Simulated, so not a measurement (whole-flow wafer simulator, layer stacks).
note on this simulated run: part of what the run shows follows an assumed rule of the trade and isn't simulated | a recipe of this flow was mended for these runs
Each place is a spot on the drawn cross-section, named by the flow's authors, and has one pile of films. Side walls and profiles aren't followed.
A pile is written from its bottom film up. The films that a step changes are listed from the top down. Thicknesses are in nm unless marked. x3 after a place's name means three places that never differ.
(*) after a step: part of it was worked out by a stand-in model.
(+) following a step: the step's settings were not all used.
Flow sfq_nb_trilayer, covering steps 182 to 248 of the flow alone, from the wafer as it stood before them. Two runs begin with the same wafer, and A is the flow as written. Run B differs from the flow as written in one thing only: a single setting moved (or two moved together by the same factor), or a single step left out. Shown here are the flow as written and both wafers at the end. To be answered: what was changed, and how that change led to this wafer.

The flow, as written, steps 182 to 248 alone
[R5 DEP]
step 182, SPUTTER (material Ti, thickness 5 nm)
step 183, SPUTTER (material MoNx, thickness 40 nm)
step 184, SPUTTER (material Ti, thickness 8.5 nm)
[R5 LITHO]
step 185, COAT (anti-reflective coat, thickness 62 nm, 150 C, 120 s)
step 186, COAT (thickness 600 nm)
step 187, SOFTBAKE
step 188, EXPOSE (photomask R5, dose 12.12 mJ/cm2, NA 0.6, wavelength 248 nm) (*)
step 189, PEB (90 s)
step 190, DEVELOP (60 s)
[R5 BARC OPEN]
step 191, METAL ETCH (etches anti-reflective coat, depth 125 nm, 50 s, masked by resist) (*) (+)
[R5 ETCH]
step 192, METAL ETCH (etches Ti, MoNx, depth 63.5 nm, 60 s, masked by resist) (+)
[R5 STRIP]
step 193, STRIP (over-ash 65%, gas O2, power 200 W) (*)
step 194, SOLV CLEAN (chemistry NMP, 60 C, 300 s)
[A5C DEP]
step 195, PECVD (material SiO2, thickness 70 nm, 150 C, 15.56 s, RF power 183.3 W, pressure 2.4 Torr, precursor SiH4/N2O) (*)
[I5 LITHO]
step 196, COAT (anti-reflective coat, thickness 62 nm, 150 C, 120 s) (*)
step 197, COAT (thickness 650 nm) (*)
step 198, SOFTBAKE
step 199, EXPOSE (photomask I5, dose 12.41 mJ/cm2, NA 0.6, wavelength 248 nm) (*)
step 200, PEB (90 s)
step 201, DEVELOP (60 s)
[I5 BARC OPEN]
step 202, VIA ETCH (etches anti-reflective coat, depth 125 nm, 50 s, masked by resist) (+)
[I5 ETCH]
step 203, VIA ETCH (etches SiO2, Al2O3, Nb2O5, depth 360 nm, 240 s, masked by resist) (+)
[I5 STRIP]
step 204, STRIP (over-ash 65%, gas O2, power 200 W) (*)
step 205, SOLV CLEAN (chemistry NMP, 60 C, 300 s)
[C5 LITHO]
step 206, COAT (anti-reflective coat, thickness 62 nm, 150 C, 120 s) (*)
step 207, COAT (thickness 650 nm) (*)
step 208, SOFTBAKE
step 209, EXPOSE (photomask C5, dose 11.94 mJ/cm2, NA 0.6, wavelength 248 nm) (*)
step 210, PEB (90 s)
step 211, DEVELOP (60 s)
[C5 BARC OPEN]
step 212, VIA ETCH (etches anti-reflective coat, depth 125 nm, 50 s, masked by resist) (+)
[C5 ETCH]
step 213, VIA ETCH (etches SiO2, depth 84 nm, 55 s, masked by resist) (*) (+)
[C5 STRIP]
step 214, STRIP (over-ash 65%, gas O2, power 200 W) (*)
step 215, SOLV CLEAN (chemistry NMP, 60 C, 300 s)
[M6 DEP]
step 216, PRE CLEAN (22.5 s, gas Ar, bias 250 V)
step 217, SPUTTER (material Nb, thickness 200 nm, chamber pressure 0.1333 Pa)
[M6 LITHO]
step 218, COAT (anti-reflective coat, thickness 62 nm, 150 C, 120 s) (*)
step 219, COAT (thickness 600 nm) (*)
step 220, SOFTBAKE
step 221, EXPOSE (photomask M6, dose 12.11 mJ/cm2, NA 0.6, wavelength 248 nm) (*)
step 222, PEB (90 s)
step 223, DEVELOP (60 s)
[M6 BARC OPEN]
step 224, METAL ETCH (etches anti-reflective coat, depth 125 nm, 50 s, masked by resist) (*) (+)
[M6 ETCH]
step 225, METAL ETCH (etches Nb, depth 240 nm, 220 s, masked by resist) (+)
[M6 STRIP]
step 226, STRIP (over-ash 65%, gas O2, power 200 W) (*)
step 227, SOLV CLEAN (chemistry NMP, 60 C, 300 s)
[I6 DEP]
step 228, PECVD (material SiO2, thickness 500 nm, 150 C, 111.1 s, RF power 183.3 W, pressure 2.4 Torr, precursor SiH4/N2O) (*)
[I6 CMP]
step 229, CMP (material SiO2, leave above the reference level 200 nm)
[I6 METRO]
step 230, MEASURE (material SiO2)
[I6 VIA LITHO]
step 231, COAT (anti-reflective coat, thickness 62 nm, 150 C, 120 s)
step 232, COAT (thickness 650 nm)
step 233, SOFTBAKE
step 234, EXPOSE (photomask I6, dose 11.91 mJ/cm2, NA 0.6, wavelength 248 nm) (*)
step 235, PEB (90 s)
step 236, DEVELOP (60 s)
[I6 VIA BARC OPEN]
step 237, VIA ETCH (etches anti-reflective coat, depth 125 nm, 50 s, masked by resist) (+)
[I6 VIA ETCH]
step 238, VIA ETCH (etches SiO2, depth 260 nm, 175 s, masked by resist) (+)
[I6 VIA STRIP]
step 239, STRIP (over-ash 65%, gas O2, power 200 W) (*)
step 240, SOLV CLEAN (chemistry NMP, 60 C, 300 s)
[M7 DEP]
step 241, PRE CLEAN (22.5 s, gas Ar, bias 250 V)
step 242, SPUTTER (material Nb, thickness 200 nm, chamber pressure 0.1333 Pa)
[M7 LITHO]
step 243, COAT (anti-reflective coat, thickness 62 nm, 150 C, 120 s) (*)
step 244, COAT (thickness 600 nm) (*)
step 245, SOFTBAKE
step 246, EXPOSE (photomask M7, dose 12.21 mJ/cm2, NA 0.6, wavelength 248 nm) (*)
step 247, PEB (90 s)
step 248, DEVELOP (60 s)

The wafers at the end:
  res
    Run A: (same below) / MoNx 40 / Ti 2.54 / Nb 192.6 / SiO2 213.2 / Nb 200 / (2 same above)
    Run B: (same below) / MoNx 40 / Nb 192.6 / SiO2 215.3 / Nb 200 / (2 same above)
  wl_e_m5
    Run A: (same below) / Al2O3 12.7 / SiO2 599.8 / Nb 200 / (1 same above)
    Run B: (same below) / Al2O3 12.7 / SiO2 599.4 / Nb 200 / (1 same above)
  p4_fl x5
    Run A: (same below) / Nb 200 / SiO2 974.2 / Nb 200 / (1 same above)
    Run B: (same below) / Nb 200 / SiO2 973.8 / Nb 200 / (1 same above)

Cause: step 184, SPUTTER: thickness 5.95 nm was run, whereas the flow has thickness 8.5 nm.

The path from the change to this, step by step:
  step 184, SPUTTER (material Ti, thickness 8.5 nm)
      field_l, v_sur, via_wl and 103 more: A Ti gains 8.5 (new film) | B Ti gains 5.95 (new film)
  step 192, METAL ETCH (etches Ti, MoNx, depth 63.5 nm, 60 s, masked by resist) (+)
      field_l, v_sur, via_wl and 92 more: A Ti loses 8.5 (all of it), MoNx loses 40 (all of it), Ti loses 5 (all of it), SiO2 loses 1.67 | B Ti loses 5.95 (all of it), MoNx loses 40 (all of it), Ti loses 5 (all of it), SiO2 loses 2.09
      ce_l, c5j, ce_r, wl_jj: A Ti loses 8.5 (all of it), MoNx loses 40 (all of it), Ti loses 5 (all of it), Nb loses 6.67 | B Ti loses 5.95 (all of it), MoNx loses 40 (all of it), Ti loses 5 (all of it), Nb loses 8.37
  step 196, COAT (anti-reflective coat, thickness 62 nm, 150 C, 120 s) (*)
      r5r_line_l, r5r_line_c, r5r_line_r: A anti-reflective coat gains 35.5 (new film) | B anti-reflective coat gains 36.5 (new film)
  step 204, STRIP (over-ash 65%, gas O2, power 200 W) (*)
      r5r_line_l, r5r_line_c, r5r_line_r: A KrF-resist-other-grade loses 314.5 (all of it), anti-reflective coat loses 35.5 (all of it) | B KrF-resist-other-grade loses 314.6 (all of it), anti-reflective coat loses 36.5 (all of it)
  step 206, COAT (anti-reflective coat, thickness 62 nm, 150 C, 120 s) (*)
      r5r_line_l, r5r_line_c, r5r_line_r: A anti-reflective coat gains 35.5 (new film) | B anti-reflective coat gains 36.5 (new film)
  step 214, STRIP (over-ash 65%, gas O2, power 200 W) (*)
      r5r_line_l, r5r_line_c, r5r_line_r: A KrF-resist-other-grade loses 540 (all of it), anti-reflective coat loses 35.5 (all of it) | B KrF-resist-other-grade loses 540.1 (all of it), anti-reflective coat loses 36.5 (all of it)
  step 216, PRE CLEAN (22.5 s, gas Ar, bias 250 V)
      res: A Ti loses 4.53 | B Ti loses 4.52 (all of it)
  step 218, COAT (anti-reflective coat, thickness 62 nm, 150 C, 120 s) (*)
      r5r_line_l, r5r_line_c, r5r_line_r: A anti-reflective coat gains 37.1 (new film) | B anti-reflective coat gains 37.9 (new film)
  step 224, METAL ETCH (etches anti-reflective coat, depth 125 nm, 50 s, masked by resist) (*) (+)
      r5r_line_l, r5r_line_c, r5r_line_r: A anti-reflective coat loses 37.1 (all of it) | B anti-reflective coat loses 37.9 (all of it)
